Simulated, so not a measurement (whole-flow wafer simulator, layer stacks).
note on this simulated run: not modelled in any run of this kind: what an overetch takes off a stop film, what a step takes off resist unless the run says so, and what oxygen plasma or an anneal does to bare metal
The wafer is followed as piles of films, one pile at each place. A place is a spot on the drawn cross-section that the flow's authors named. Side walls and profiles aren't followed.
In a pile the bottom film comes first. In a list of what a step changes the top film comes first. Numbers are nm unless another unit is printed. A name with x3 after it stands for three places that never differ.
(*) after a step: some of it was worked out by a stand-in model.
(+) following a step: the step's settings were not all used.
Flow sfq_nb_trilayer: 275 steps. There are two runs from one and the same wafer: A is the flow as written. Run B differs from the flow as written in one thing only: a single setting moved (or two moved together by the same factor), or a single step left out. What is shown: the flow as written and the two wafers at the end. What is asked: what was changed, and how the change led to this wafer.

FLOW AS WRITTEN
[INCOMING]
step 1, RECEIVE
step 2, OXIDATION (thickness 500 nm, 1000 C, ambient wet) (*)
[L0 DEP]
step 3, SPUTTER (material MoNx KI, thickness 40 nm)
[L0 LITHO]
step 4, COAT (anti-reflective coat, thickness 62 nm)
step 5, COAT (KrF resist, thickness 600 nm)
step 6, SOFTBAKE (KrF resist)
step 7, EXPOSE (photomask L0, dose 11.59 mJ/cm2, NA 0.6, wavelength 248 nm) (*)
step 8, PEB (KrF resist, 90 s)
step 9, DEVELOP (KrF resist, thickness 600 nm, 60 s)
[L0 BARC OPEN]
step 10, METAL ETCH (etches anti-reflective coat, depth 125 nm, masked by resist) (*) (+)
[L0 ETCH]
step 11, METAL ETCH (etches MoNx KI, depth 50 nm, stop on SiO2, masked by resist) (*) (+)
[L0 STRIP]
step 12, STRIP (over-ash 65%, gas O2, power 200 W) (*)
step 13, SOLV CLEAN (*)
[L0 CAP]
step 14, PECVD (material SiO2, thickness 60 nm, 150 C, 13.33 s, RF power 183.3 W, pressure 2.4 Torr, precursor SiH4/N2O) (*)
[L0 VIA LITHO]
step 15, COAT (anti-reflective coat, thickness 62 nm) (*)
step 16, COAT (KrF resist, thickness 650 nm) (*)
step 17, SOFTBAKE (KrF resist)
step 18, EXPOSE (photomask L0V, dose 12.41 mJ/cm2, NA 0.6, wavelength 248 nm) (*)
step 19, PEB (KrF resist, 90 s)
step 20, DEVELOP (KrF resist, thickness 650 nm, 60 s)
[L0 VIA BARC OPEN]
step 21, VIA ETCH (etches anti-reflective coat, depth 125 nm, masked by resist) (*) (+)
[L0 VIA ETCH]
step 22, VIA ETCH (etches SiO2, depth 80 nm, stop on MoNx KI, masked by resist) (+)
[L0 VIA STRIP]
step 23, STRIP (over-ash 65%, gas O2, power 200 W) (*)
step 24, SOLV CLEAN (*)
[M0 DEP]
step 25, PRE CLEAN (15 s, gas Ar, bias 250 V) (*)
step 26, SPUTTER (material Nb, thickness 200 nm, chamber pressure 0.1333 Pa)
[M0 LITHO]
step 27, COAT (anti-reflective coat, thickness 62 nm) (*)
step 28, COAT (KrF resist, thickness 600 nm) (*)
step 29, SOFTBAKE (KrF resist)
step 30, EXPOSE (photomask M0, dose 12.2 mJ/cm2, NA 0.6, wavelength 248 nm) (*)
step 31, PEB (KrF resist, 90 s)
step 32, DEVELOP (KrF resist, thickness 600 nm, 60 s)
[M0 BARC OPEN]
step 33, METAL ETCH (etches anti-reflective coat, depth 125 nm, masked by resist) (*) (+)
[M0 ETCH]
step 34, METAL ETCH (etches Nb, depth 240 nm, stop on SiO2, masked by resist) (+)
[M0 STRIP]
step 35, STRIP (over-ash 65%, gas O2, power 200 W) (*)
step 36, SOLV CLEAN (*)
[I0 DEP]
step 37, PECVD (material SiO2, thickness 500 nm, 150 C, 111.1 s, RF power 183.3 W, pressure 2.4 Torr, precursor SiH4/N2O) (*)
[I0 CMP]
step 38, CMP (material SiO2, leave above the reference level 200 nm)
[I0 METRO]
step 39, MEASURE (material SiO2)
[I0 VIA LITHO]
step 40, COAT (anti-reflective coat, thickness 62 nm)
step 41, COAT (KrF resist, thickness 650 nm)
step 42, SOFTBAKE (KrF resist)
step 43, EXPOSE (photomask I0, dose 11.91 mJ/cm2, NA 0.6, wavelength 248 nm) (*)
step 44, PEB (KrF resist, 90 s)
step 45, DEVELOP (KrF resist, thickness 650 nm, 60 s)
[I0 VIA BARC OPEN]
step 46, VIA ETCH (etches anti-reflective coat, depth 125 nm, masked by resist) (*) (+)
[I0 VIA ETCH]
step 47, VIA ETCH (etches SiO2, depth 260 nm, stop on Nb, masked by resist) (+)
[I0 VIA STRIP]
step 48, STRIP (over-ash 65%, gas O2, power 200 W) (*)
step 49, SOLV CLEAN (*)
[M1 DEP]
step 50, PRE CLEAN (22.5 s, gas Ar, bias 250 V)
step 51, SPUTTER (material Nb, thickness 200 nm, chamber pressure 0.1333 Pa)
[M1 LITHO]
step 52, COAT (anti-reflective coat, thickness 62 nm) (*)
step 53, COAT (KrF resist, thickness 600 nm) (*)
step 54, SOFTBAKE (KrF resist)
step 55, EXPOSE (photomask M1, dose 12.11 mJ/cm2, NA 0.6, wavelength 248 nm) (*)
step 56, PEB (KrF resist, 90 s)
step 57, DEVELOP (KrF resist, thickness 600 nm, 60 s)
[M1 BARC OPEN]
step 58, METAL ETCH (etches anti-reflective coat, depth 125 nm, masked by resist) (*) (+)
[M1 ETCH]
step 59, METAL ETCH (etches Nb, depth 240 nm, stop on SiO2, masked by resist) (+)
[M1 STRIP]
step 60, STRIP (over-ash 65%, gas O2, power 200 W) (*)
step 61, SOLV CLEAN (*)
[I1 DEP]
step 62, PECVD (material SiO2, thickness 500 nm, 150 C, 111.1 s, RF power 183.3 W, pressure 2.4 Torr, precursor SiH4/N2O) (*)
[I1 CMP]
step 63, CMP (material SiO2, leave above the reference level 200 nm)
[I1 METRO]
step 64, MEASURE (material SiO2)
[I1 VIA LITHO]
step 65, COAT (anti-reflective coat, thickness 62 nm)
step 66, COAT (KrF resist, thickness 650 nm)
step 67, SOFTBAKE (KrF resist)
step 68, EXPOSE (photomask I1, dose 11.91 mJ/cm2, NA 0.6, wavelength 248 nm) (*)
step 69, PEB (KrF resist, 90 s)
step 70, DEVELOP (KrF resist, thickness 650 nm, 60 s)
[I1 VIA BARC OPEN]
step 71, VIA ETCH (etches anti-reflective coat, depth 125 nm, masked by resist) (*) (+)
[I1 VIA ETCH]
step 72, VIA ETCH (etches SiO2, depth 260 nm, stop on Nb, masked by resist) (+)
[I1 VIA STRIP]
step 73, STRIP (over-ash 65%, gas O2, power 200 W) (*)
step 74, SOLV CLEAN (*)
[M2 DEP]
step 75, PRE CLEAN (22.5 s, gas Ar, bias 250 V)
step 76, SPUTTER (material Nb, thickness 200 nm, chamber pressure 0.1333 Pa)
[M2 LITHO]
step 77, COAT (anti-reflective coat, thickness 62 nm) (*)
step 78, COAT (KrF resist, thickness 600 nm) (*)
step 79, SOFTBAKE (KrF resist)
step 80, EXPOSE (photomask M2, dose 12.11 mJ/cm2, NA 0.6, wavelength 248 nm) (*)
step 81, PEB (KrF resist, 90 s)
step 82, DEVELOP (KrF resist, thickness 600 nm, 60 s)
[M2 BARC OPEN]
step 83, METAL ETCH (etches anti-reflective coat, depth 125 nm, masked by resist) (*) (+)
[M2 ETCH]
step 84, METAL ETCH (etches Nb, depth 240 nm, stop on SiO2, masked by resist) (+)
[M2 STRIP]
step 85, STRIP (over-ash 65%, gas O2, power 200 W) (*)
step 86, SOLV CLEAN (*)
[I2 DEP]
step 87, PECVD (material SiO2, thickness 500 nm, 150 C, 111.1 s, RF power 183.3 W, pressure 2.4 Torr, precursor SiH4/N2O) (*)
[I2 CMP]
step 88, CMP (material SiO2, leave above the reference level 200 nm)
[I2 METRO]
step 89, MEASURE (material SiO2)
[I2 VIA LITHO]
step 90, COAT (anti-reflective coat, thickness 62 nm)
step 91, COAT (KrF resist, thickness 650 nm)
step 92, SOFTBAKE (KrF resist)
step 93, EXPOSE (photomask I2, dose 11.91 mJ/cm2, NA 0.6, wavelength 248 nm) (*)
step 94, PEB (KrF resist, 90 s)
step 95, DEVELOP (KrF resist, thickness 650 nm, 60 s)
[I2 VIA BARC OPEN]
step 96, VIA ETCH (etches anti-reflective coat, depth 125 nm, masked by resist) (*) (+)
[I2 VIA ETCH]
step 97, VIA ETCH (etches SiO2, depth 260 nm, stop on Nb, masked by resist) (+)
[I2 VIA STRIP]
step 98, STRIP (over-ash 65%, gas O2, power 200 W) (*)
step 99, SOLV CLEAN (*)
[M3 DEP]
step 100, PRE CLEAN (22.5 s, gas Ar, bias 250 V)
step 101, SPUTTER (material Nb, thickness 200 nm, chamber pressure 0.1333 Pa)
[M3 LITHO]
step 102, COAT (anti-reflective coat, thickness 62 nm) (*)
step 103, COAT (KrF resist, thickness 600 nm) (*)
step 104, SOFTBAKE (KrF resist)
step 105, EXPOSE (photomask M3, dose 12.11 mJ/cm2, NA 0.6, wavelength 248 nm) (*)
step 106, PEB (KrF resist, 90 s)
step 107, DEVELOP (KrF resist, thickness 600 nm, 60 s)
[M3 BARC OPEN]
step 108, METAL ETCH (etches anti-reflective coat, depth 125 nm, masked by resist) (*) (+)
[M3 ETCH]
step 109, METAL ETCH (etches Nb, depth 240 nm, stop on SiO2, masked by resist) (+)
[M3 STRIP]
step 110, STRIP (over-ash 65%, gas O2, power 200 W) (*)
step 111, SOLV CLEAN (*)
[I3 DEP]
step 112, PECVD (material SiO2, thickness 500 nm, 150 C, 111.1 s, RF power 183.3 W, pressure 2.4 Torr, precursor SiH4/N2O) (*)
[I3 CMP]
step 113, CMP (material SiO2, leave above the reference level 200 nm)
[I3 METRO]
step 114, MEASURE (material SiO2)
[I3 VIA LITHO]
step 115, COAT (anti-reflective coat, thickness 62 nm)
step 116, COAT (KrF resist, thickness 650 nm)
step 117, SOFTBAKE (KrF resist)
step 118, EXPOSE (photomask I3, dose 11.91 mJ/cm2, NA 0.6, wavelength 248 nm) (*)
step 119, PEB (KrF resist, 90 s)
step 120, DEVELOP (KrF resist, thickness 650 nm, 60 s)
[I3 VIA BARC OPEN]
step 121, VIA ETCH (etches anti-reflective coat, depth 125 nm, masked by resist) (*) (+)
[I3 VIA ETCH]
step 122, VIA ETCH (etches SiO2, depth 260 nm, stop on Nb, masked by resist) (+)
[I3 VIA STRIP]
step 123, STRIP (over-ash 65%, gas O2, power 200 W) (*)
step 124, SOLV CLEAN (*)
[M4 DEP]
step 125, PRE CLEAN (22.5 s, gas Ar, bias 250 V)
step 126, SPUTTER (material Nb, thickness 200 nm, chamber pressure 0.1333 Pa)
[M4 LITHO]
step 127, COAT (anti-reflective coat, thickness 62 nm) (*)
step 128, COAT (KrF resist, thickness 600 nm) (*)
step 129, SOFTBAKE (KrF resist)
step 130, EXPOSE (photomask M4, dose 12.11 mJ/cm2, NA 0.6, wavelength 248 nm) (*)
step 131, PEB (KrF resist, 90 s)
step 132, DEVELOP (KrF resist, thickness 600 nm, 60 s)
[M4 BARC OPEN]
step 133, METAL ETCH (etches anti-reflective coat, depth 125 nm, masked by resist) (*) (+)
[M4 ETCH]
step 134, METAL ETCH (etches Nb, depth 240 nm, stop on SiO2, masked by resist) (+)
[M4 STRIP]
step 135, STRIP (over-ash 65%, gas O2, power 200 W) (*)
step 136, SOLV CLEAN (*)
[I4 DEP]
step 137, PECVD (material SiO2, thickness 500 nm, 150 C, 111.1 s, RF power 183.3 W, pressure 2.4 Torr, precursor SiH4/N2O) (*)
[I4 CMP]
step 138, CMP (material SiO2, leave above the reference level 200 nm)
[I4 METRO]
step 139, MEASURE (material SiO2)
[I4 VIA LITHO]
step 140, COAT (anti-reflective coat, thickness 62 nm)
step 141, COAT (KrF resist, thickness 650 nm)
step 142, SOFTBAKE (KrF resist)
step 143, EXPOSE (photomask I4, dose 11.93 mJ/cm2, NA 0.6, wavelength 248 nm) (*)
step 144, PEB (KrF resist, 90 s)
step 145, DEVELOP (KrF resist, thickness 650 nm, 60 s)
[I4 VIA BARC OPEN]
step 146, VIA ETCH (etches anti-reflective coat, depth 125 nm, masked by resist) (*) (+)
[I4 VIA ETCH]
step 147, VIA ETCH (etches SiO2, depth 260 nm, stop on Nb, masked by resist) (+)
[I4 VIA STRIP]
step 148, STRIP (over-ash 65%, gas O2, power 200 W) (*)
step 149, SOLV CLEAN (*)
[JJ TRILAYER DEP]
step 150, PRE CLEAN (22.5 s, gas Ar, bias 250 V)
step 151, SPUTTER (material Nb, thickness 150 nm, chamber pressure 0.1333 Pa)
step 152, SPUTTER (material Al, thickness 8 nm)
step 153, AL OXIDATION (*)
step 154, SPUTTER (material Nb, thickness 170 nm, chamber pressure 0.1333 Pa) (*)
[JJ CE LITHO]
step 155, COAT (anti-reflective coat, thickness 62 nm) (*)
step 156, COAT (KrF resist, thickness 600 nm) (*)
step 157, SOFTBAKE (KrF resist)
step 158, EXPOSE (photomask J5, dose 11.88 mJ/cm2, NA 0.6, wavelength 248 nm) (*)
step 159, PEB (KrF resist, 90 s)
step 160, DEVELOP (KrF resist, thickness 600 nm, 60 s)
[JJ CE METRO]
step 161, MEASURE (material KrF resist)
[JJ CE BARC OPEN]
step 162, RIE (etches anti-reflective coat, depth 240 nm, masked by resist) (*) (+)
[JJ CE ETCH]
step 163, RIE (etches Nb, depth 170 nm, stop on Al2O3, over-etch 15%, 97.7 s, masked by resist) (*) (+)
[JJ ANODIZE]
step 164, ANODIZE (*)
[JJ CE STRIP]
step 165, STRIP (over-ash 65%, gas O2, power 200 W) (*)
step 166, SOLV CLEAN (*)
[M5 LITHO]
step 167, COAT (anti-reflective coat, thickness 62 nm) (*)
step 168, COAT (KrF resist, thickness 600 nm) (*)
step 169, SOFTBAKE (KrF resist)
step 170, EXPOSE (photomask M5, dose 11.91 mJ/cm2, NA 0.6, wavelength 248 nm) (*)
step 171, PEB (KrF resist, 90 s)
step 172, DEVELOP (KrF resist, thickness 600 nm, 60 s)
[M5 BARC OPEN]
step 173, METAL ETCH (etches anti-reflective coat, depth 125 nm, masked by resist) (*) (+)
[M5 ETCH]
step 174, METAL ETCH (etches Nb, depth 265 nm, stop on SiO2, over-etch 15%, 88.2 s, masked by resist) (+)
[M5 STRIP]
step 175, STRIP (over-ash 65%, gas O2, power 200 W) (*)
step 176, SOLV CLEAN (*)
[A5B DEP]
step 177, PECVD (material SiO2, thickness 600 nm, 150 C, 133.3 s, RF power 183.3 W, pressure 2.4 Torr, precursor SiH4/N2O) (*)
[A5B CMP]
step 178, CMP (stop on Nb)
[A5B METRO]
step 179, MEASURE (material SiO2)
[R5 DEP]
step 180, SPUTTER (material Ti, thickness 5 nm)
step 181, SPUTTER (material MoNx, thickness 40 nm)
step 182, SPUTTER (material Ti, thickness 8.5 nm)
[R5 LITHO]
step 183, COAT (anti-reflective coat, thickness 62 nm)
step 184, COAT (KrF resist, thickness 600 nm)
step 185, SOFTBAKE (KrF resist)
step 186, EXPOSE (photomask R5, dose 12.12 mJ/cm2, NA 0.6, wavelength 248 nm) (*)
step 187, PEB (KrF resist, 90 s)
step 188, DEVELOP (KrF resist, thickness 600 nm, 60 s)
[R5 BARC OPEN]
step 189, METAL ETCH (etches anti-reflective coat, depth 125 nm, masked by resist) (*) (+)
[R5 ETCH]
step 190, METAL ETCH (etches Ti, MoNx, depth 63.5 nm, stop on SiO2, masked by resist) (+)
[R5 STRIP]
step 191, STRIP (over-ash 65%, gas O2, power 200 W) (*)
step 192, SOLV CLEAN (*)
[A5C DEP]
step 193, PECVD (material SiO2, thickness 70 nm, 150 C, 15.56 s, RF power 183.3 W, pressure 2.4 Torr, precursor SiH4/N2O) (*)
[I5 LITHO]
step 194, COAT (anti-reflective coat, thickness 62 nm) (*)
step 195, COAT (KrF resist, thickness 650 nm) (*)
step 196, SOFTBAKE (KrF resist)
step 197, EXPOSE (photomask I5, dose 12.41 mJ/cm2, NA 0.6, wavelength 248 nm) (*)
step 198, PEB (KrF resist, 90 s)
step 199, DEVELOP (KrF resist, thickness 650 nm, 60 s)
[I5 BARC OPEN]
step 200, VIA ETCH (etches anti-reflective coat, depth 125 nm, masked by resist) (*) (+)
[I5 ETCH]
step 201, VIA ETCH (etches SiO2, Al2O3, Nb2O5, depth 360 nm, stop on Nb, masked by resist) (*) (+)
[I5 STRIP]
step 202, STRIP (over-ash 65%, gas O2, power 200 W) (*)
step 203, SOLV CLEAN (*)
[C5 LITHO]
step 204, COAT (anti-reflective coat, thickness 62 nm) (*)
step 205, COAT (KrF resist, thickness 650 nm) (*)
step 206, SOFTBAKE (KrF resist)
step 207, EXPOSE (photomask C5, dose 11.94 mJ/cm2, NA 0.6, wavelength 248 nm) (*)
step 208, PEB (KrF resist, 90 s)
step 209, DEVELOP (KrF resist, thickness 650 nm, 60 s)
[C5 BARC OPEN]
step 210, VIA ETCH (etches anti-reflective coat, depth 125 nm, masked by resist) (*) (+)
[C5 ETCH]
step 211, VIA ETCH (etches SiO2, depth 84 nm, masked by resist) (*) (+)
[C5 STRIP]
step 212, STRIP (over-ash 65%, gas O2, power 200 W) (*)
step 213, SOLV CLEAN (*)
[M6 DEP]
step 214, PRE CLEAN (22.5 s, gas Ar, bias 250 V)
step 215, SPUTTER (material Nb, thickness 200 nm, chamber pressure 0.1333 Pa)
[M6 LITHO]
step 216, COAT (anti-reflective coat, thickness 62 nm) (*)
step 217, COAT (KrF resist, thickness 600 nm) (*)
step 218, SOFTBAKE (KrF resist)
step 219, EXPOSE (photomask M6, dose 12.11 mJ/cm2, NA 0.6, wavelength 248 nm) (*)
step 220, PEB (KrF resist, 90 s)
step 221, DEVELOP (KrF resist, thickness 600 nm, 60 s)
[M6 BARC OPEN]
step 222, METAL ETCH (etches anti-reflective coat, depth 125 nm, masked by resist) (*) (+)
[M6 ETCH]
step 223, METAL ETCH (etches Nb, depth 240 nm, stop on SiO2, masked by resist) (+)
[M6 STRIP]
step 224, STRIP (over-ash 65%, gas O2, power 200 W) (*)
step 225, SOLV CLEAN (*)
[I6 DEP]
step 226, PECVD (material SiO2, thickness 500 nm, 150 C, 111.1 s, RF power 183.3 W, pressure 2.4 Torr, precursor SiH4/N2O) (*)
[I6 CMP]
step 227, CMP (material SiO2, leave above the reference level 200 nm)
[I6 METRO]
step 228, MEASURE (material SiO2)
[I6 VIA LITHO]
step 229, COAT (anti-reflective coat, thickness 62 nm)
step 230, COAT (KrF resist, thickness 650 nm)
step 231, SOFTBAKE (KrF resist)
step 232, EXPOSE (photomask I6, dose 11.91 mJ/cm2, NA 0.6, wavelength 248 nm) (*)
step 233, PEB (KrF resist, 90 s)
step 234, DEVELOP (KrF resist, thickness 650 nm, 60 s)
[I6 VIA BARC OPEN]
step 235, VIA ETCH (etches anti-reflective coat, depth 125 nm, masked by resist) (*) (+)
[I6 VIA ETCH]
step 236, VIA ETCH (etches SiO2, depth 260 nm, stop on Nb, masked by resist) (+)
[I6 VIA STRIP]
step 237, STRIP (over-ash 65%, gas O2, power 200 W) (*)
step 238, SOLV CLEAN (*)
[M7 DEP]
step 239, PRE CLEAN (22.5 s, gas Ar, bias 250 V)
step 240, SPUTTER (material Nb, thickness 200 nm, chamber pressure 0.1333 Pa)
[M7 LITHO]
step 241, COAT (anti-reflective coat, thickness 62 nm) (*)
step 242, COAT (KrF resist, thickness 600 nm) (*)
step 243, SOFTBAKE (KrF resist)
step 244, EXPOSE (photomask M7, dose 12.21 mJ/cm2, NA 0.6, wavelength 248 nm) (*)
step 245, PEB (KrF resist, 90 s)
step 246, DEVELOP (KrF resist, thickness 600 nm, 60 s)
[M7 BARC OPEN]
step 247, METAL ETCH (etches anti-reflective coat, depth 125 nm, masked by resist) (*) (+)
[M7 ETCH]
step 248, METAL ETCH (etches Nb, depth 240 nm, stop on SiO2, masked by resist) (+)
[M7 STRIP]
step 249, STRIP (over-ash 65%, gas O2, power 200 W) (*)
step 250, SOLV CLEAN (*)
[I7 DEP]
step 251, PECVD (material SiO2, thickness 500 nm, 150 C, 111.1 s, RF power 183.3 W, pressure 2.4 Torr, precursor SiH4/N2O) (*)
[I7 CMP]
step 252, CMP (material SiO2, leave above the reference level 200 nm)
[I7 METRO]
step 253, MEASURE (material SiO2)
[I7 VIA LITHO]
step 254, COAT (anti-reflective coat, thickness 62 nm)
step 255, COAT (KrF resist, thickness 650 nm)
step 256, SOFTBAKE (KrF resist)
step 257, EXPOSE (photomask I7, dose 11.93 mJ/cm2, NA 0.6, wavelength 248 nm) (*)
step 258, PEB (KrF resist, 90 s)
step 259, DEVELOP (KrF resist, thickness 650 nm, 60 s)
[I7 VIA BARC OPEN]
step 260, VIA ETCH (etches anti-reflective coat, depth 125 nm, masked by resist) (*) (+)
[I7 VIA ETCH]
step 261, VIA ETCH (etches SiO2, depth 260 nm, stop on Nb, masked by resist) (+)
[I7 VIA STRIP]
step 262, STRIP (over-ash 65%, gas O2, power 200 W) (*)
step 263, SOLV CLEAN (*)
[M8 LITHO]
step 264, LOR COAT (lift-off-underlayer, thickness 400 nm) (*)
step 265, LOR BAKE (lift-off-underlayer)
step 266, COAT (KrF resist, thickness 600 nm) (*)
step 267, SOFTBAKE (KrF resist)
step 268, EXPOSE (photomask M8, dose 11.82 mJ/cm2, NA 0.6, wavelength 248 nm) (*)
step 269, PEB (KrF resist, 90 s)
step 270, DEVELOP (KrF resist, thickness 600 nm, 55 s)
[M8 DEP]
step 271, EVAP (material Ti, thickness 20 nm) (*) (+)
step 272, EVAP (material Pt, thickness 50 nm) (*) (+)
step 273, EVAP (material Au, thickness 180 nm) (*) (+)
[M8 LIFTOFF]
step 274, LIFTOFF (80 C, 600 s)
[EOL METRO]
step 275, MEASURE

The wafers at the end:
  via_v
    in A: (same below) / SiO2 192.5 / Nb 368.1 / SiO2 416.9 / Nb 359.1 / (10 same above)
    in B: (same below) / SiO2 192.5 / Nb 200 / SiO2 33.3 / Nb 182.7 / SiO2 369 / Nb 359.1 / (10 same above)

What caused this: step 72, VIA ETCH: depth 159 nm was run, whereas the flow has depth 260 nm.

The path from the change to this, step by step:
  step 72, VIA ETCH (etches SiO2, depth 260 nm, stop on Nb, masked by resist) (+)
      via_v: A SiO2 loses 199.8 (all of it) | B SiO2 loses 159
      field_l, v_sur, via_wl and 102 more: A KrF resist loses 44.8 | B KrF resist loses 27.4
  step 73, STRIP (over-ash 65%, gas O2, power 200 W) (*)
      field_l, v_sur, via_wl and 102 more: A KrF resist loses 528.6 (all of it), anti-reflective coat loses 62 (all of it) | B KrF resist loses 546 (all of it), anti-reflective coat loses 62 (all of it)
  step 75, PRE CLEAN (22.5 s, gas Ar, bias 250 V)
      via_v: A Nb loses 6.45 | B SiO2 loses 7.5
  step 76, SPUTTER (material Nb, thickness 200 nm, chamber pressure 0.1333 Pa)
      via_v: A Nb gains 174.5 | B Nb gains 182.7 (new film)
  step 77, COAT (anti-reflective coat, thickness 62 nm) (*)
      via_v: A anti-reflective coat gains 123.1 (new film) | B anti-reflective coat gains 113.2 (new film)
  step 78, COAT (KrF resist, thickness 600 nm) (*)
      via_v: A KrF resist gains 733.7 (new film) | B KrF resist gains 701.9 (new film)
  step 85, STRIP (over-ash 65%, gas O2, power 200 W) (*)
      via_v: A KrF resist loses 515.8 (all of it), anti-reflective coat loses 123.1 (all of it) | B KrF resist loses 484 (all of it), anti-reflective coat loses 113.2 (all of it)
  step 87, PECVD (material SiO2, thickness 500 nm, 150 C, 111.1 s, RF power 183.3 W, pressure 2.4 Torr, precursor SiH4/N2O) (*)
      via_v: A SiO2 gains 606 (new film) | B SiO2 gains 533.6 (new film)
  step 88, CMP (material SiO2, leave above the reference level 200 nm)
      via_v: A SiO2 loses 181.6 | B SiO2 loses 157.1
Taking metal films that touch as one body, via_v has 7 bodies (between them, from the top down: SiO2 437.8; SiO2 209 / Al2O3 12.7 / Nb2O5 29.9; SiO2 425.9; SiO2 369; SiO2 33.3; SiO2 192.5); the flow as written gives 6 bodies (between them, from the top down: SiO2 437.8; SiO2 209 / Al2O3 12.7 / Nb2O5 29.9; SiO2 425.9; SiO2 416.9; SiO2 192.5).
